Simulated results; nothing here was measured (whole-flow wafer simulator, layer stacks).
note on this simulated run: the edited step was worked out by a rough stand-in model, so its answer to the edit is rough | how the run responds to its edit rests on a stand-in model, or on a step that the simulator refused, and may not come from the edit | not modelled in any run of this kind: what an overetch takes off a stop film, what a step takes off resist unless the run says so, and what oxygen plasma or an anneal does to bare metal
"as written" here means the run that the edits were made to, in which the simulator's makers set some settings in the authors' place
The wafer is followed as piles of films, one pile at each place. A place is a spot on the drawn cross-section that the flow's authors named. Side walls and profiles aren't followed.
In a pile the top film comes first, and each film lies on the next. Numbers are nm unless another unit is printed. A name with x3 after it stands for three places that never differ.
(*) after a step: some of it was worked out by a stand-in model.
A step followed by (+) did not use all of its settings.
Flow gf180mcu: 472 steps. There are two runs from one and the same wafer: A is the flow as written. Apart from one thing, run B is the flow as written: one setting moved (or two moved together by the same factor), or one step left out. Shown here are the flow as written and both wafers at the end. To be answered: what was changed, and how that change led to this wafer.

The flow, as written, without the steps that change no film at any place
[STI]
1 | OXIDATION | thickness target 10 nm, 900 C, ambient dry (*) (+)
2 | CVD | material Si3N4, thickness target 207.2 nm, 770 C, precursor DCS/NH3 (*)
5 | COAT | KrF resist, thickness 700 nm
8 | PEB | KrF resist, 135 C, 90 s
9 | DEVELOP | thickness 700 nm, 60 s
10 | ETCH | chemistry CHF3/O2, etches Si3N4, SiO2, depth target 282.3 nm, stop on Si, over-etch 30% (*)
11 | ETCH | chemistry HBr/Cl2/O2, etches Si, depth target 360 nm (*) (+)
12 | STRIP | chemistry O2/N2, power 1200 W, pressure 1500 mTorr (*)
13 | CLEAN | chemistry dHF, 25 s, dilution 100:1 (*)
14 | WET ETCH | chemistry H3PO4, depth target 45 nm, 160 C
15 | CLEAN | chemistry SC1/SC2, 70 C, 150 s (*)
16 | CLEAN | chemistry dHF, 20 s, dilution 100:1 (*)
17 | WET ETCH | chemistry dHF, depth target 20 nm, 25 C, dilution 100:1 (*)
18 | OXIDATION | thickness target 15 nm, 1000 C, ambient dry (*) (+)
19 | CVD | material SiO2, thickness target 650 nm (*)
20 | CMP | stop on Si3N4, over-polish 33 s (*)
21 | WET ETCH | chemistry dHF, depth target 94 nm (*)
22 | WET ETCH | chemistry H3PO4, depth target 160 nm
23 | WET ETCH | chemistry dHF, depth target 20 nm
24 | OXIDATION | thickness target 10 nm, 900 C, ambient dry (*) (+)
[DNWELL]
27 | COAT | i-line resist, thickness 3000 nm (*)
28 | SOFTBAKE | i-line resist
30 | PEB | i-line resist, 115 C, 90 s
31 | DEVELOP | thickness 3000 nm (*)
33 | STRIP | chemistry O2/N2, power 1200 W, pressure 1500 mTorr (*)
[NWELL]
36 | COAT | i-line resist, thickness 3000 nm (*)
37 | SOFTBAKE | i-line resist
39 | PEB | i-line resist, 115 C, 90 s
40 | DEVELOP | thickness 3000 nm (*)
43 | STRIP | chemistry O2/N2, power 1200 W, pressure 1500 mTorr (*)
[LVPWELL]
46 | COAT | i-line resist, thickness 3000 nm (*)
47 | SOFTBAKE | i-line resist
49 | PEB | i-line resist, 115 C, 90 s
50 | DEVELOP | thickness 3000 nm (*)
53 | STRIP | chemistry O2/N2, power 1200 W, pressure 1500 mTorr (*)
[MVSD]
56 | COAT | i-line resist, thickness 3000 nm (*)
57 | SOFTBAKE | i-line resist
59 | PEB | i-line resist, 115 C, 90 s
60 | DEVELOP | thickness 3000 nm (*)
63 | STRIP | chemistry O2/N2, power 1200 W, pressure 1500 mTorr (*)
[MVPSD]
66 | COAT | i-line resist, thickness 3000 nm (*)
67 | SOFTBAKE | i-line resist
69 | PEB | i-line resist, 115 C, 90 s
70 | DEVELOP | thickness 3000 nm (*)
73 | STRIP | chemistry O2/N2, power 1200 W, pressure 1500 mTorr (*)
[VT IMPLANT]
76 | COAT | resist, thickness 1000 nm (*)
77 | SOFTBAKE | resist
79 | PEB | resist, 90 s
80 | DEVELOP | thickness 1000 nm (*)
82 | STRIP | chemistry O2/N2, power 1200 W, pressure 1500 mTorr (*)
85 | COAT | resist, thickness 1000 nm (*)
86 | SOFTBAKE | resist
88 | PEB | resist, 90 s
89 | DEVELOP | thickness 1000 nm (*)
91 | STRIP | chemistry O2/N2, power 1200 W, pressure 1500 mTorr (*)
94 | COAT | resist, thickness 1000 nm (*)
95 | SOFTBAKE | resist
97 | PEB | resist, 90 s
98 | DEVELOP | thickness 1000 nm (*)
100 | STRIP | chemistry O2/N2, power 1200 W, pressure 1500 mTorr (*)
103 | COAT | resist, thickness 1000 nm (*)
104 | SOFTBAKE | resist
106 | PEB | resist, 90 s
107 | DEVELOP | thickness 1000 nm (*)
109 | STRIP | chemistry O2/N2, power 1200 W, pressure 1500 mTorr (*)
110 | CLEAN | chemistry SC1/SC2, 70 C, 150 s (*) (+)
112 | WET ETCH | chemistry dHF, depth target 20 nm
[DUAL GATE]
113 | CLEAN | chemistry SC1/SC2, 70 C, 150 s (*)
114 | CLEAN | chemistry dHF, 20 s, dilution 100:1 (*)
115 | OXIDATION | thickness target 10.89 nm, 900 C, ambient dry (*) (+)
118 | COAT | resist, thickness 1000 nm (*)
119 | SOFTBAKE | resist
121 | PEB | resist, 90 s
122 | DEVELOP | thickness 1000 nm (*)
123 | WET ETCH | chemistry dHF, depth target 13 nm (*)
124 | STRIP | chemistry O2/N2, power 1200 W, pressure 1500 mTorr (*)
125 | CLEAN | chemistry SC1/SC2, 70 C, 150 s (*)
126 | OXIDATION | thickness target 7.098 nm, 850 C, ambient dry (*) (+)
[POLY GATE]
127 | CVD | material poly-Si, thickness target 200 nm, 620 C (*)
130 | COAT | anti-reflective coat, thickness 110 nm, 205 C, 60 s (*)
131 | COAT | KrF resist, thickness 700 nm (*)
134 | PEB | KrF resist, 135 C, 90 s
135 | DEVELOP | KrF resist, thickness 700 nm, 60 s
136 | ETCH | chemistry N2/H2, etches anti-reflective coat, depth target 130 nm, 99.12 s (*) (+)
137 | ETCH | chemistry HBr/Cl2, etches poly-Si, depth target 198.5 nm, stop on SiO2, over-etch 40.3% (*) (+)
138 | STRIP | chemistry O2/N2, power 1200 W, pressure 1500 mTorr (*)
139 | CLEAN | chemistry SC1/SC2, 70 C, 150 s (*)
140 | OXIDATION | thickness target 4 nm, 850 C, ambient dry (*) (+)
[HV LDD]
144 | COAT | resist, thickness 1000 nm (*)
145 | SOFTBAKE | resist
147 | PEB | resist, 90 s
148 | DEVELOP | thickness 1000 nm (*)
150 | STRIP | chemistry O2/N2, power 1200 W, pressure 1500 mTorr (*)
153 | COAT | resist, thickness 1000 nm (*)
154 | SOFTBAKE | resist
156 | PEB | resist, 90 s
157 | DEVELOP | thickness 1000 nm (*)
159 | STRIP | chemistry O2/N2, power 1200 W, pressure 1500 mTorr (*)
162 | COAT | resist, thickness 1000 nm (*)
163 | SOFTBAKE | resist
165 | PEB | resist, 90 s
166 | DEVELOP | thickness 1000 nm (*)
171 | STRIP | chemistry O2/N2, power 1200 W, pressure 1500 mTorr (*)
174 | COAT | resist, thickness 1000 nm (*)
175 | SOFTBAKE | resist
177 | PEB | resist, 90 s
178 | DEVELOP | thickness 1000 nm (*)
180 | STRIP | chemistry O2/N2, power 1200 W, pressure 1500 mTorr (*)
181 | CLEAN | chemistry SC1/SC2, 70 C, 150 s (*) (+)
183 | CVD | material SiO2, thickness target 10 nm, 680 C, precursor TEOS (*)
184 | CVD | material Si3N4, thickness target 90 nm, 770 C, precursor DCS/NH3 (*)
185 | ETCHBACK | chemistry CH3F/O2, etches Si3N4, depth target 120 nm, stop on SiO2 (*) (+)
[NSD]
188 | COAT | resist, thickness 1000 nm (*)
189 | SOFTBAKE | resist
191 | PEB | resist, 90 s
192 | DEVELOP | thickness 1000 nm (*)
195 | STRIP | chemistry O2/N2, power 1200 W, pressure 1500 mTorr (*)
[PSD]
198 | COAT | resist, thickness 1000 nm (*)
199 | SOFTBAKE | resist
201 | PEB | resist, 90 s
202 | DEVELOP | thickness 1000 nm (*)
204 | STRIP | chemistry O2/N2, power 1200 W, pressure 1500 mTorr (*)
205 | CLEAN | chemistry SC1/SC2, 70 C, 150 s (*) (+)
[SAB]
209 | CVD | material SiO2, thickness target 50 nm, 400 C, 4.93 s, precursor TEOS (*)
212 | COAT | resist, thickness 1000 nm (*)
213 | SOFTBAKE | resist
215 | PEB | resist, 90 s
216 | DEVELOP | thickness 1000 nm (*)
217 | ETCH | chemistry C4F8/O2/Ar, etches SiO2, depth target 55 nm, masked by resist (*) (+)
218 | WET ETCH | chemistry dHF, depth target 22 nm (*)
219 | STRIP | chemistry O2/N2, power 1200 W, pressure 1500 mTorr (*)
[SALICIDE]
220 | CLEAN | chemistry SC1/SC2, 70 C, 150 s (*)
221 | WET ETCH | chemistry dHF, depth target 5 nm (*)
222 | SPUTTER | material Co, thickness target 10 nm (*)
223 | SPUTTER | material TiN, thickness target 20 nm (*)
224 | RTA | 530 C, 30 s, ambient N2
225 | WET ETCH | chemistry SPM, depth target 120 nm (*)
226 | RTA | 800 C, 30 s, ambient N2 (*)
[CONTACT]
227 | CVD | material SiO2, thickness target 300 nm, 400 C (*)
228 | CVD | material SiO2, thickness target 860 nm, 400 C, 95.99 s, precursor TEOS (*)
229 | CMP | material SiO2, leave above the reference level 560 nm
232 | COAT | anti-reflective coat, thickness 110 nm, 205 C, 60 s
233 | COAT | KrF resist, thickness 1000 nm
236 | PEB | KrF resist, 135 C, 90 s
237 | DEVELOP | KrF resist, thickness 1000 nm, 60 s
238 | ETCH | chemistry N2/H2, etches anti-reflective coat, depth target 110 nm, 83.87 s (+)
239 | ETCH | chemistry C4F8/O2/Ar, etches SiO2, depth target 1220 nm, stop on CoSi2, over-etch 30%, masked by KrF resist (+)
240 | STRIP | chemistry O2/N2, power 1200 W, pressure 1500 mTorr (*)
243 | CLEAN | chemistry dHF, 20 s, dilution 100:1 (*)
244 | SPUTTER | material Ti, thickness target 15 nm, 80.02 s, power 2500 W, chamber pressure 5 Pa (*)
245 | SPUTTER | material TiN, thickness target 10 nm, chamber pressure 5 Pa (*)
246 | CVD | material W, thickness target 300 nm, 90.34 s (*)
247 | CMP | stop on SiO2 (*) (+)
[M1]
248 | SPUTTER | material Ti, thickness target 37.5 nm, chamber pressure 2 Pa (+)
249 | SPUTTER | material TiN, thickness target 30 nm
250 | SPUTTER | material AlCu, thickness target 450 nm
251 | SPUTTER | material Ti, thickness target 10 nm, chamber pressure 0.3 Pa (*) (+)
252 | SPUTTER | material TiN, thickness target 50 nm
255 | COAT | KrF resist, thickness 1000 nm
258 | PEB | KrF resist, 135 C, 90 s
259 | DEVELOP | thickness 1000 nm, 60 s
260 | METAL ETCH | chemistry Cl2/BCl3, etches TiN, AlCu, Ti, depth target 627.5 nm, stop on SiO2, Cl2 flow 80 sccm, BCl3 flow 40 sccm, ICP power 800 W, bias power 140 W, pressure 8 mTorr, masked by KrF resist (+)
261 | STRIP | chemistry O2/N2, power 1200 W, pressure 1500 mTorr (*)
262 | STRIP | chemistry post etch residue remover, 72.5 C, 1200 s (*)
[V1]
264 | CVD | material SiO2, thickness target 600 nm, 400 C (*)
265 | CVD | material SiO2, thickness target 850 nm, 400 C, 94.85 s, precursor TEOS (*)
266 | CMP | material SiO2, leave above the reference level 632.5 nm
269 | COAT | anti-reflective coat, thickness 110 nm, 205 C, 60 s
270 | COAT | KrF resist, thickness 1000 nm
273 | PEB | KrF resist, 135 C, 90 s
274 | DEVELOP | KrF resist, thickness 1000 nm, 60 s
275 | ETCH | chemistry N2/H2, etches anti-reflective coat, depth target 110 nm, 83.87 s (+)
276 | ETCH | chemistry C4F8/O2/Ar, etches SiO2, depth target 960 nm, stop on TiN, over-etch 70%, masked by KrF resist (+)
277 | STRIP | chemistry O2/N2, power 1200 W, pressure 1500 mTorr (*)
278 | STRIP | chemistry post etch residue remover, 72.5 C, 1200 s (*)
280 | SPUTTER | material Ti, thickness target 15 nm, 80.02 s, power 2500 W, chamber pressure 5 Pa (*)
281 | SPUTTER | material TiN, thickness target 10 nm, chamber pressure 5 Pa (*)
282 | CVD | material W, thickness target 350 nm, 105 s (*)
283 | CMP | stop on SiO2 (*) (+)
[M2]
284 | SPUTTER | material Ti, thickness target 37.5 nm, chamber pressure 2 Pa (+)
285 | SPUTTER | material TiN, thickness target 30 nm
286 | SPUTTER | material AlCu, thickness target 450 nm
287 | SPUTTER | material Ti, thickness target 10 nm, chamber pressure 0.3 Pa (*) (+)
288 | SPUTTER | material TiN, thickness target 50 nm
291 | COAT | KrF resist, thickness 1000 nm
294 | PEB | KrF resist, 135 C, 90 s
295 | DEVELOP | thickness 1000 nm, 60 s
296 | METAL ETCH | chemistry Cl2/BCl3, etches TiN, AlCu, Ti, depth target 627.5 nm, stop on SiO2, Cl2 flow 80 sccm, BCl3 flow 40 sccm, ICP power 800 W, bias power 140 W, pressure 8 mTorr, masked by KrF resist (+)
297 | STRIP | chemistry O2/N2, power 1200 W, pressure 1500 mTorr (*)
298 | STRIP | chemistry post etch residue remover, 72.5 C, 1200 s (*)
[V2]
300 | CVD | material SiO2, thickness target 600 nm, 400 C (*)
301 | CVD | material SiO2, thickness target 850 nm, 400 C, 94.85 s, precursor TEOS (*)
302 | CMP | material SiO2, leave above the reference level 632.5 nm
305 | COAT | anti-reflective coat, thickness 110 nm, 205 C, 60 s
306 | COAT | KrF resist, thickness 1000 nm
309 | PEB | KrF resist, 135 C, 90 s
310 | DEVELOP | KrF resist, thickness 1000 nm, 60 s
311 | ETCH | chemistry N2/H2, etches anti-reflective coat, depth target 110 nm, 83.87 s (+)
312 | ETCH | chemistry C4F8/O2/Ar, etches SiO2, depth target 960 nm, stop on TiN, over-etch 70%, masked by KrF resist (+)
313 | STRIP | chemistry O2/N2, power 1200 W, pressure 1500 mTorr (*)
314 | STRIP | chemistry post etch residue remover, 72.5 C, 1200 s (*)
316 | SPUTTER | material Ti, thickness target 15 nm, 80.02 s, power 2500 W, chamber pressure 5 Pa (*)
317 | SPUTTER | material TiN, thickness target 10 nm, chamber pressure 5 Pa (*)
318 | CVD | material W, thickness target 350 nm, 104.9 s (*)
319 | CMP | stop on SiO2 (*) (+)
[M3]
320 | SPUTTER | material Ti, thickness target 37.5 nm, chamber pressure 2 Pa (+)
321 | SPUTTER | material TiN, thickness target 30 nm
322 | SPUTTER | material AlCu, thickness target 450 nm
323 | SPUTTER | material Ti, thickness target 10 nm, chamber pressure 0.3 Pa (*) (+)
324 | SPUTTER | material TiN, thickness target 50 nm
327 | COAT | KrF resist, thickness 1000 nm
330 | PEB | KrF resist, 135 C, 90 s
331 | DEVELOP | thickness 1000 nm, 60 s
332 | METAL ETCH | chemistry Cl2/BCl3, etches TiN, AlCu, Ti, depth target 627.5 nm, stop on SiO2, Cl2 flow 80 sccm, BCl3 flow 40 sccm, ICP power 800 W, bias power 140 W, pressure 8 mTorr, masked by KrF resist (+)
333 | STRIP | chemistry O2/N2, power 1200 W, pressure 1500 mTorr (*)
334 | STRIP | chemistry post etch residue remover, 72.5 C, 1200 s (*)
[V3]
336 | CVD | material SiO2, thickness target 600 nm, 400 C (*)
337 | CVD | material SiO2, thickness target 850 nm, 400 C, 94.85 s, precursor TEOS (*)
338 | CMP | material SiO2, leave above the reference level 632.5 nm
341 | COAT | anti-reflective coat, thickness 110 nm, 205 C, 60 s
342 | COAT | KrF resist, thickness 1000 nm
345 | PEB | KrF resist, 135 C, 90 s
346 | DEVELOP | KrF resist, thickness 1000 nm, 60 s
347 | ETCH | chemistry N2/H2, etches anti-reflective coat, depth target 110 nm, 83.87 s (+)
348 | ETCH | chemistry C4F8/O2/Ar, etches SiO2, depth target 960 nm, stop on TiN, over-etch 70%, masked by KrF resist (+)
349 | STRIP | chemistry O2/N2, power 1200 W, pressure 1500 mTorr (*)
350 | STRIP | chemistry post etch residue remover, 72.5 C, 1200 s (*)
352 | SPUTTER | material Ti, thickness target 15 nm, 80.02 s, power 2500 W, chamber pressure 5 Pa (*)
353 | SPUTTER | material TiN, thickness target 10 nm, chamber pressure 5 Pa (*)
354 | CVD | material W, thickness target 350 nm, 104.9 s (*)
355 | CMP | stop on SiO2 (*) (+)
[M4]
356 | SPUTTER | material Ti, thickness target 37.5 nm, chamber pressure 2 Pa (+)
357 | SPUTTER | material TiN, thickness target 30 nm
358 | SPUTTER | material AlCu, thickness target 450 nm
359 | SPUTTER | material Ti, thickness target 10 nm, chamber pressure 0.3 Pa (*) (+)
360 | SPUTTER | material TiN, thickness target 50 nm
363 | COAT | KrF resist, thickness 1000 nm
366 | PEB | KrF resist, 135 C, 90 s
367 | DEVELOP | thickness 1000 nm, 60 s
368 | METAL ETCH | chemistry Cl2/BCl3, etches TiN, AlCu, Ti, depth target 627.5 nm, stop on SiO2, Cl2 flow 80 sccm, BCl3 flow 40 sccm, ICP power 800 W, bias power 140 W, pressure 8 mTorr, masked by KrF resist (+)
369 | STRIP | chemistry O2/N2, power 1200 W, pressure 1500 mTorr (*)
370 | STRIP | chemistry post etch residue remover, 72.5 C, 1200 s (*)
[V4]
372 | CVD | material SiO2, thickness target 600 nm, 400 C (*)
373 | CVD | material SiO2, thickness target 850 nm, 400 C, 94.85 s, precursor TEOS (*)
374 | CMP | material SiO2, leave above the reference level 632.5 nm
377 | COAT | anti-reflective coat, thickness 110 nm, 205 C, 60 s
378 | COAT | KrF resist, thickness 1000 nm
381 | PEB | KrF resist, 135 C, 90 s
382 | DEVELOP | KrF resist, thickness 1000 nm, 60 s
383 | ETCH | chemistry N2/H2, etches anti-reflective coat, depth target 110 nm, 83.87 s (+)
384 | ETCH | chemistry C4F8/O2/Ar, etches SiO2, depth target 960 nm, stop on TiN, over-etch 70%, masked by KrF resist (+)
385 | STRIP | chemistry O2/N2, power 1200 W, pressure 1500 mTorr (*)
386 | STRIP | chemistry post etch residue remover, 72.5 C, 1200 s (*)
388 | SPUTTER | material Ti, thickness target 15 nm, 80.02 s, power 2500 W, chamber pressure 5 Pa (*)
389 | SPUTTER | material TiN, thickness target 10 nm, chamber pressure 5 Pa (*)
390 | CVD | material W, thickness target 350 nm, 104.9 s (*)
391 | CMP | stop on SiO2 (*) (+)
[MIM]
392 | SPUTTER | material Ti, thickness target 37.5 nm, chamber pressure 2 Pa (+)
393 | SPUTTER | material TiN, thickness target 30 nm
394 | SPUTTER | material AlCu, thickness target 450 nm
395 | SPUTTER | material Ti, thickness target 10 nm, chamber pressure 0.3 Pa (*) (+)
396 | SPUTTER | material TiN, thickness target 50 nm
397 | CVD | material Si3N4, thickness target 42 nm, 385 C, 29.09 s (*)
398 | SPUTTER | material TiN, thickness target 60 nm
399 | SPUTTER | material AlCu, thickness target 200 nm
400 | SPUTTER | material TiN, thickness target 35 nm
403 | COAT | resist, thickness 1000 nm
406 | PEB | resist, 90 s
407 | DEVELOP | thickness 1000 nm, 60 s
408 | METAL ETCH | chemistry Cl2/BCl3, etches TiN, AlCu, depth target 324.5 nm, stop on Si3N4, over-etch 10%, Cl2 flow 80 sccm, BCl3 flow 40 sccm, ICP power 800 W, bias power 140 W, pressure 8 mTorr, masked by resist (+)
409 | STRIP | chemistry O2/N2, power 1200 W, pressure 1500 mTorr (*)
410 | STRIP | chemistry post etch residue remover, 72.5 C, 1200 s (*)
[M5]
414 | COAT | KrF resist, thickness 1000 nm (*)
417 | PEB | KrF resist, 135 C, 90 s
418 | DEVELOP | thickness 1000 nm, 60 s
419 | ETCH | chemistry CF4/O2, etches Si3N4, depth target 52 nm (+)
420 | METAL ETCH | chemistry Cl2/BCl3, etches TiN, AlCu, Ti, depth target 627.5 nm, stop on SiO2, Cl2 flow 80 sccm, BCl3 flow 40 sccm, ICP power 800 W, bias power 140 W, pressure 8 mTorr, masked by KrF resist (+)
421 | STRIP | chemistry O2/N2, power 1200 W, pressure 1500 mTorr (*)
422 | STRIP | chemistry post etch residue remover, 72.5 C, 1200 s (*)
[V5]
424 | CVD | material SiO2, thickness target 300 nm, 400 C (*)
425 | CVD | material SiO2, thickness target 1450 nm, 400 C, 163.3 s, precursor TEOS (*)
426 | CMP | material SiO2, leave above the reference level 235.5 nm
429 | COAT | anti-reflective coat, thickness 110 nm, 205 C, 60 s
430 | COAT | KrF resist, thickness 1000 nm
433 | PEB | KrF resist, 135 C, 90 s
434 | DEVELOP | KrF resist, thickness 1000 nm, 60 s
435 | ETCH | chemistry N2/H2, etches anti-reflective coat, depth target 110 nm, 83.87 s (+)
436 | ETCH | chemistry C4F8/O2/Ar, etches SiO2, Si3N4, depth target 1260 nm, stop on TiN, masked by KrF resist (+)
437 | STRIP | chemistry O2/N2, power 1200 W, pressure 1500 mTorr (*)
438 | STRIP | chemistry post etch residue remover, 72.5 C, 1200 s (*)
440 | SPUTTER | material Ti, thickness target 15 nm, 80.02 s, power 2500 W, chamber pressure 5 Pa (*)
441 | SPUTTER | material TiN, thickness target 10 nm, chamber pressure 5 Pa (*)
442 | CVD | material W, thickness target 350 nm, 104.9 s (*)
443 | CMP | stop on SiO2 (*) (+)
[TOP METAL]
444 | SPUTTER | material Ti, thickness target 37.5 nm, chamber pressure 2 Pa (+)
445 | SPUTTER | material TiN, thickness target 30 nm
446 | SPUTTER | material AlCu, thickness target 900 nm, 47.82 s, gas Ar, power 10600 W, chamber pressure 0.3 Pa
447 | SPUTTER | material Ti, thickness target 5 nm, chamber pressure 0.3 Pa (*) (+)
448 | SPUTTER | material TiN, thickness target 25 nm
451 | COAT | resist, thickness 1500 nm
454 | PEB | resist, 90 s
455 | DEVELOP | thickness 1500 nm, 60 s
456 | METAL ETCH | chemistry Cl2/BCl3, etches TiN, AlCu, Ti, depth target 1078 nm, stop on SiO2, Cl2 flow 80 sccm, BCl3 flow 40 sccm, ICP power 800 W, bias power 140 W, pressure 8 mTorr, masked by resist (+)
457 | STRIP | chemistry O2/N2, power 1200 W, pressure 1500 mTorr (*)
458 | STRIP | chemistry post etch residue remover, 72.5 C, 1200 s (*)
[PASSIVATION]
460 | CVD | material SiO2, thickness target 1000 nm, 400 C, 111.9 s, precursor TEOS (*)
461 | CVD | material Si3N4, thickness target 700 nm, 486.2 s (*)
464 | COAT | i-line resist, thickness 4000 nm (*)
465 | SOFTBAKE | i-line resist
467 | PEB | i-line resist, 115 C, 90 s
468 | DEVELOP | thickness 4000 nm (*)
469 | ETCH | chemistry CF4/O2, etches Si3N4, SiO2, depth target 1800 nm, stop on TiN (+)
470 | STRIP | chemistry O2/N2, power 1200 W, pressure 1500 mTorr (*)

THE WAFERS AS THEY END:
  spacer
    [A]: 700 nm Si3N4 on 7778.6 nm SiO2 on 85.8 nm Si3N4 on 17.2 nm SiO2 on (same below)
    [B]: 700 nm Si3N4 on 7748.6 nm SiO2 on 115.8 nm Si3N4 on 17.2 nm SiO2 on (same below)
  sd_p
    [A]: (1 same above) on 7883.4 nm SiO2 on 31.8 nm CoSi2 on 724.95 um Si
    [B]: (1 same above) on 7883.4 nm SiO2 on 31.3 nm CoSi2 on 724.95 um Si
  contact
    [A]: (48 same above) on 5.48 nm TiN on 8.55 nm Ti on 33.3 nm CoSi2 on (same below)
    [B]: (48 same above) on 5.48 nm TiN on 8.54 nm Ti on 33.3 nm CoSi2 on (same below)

The reason: step 184, CVD: thickness target 120 nm was run, though the flow has thickness target 90 nm; step 185, ETCHBACK: depth target 160 nm was run, where the flow has depth target 120 nm.

How this came from the change, step by step:
  184 | CVD | material Si3N4, thickness target 90 nm, 770 C, precursor DCS/NH3 (*)
      field, field__w1, field__w2 and 101 more: A +90 Si3N4 (new film) | B +120 Si3N4 (new film)
  185 | ETCHBACK | chemistry CH3F/O2, etches Si3N4, depth target 120 nm, stop on SiO2 (*) (+)
      field, field__w1, field__w2 and 100 more: A -90 Si3N4 (all of it), -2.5 SiO2 | B -120 Si3N4 (all of it), -3.33 SiO2
  188 | COAT | resist, thickness 1000 nm (*)
      spacer: A +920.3 resist (new film) | B +889.6 resist (new film)
  189 | SOFTBAKE | resist
      field: A +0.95 resist | B nothing
      field__w9: A +1.85 resist | B -1.03 resist
  191 | PEB | resist, 90 s
      spacer: A -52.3 resist | B -50.5 resist
  192 | DEVELOP | thickness 1000 nm (*)
      spacer: A -868 resist (all of it) | B -839.2 resist (all of it)
  198 | COAT | resist, thickness 1000 nm (*)
      spacer: A +920.3 resist (new film) | B +889.6 resist (new film)
  199 | SOFTBAKE | resist
      field: A +0.95 resist | B nothing
      field__w9: A +1.85 resist | B -1.03 resist
  201 | PEB | resist, 90 s
      spacer: A -52.3 resist | B -50.5 resist
  204 | STRIP | chemistry O2/N2, power 1200 W, pressure 1500 mTorr (*)
      spacer: A -868 resist (all of it) | B -839.1 resist (all of it)
  212 | COAT | resist, thickness 1000 nm (*)
      spacer: A +919.2 resist (new film) | B +888.5 resist (new film)
  215 | PEB | resist, 90 s
      spacer: A -52.3 resist | B -50.4 resist
  216 | DEVELOP | thickness 1000 nm (*)
      spacer: A -866.9 resist (all of it) | B -838.1 resist (all of it)
  218 | WET ETCH | chemistry dHF, depth target 22 nm (*)
      gate, gate_hv, gate_p and 23 more: A -5.48 SiO2 (all of it) | B -4.65 SiO2 (all of it)
      active, p_well, sd_n, iso_ptap_pw, iso_ntap_nw, iso_ptap_sub, vpnp_e: A -9.01 SiO2 (all of it) | B -8.18 SiO2 (all of it)
      (and at 16 other places as well)
  223 | SPUTTER | material TiN, thickness target 20 nm (*)
      field__w2: A +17 TiN (new film) | B +16.3 TiN (new film)
      field__w3: A +15.7 TiN (new film) | B +14.7 TiN (new film)
      (and at 5 other places as well)
  224 | RTA | 530 C, 30 s, ambient N2
      ld_sd_p: A under 1 film: +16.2 CoSi (new film), -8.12 Co (all of it), -14.7 Si | B under 1 film: +15.6 CoSi (new film), -7.86 Co (all of it), -14.2 Si
      ld_drn_p: A under 1 film: +16.7 CoSi (new film), -8.4 Co (all of it), -15.2 Si | B under 1 film: +16 CoSi (new film), -8.07 Co (all of it), -14.6 Si
  ... 2 further steps ...
  229 | CMP | material SiO2, leave above the reference level 560 nm
      spacer: A -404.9 SiO2 | B -434.9 SiO2
